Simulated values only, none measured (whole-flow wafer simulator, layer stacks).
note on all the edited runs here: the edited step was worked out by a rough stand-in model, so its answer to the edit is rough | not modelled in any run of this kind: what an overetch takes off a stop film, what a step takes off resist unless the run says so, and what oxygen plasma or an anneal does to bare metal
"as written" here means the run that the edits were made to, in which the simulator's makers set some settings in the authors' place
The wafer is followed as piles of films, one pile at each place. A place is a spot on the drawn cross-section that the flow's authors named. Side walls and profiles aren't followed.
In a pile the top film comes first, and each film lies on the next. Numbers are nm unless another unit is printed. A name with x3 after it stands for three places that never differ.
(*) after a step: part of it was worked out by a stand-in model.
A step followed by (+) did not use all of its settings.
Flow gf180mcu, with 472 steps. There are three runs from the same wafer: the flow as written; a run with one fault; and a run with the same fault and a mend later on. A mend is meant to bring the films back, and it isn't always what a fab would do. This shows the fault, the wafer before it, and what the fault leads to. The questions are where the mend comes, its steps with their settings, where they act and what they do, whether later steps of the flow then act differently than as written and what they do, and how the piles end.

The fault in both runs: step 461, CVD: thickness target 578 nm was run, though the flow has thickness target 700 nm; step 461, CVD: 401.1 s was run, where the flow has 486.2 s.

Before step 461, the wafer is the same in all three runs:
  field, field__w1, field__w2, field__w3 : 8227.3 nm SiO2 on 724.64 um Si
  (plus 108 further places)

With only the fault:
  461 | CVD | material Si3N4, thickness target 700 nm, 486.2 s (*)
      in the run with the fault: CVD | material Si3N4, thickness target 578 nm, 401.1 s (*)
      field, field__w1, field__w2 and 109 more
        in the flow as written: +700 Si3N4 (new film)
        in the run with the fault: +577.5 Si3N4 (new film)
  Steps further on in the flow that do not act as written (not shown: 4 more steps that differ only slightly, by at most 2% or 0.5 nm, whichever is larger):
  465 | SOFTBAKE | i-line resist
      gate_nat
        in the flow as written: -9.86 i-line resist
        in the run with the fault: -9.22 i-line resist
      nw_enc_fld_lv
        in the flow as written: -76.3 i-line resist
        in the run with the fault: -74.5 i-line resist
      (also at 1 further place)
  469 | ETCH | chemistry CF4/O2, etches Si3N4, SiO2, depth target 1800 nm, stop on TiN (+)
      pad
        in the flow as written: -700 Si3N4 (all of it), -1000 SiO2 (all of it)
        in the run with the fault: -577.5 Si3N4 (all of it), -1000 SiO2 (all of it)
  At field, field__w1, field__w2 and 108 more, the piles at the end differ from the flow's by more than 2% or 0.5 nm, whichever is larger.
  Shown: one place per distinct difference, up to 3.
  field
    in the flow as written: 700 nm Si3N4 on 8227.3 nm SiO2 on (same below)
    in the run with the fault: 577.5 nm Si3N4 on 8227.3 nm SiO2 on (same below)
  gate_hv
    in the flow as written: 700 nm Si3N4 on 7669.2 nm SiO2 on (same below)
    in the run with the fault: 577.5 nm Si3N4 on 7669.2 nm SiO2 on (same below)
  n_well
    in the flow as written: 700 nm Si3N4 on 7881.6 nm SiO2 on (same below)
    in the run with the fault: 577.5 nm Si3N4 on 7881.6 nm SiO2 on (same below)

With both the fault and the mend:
  After step 461 comes the mend.
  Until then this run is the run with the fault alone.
  461a | CVD | material Si3N4, thickness target 122 nm, 84.73 s (*) (the flow's step 461, run once more with other settings)
      field, field__w1, field__w2 and 109 more
        +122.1 Si3N4
  Later steps of the flow that are run all act as written at every place that is followed, up to a difference of at most 2% or 0.5 nm, whichever is larger.
  When the end is reached, the piles differ only a little from the flow's at the places that both follow, at most by 2% or 0.5 nm, whichever is larger.
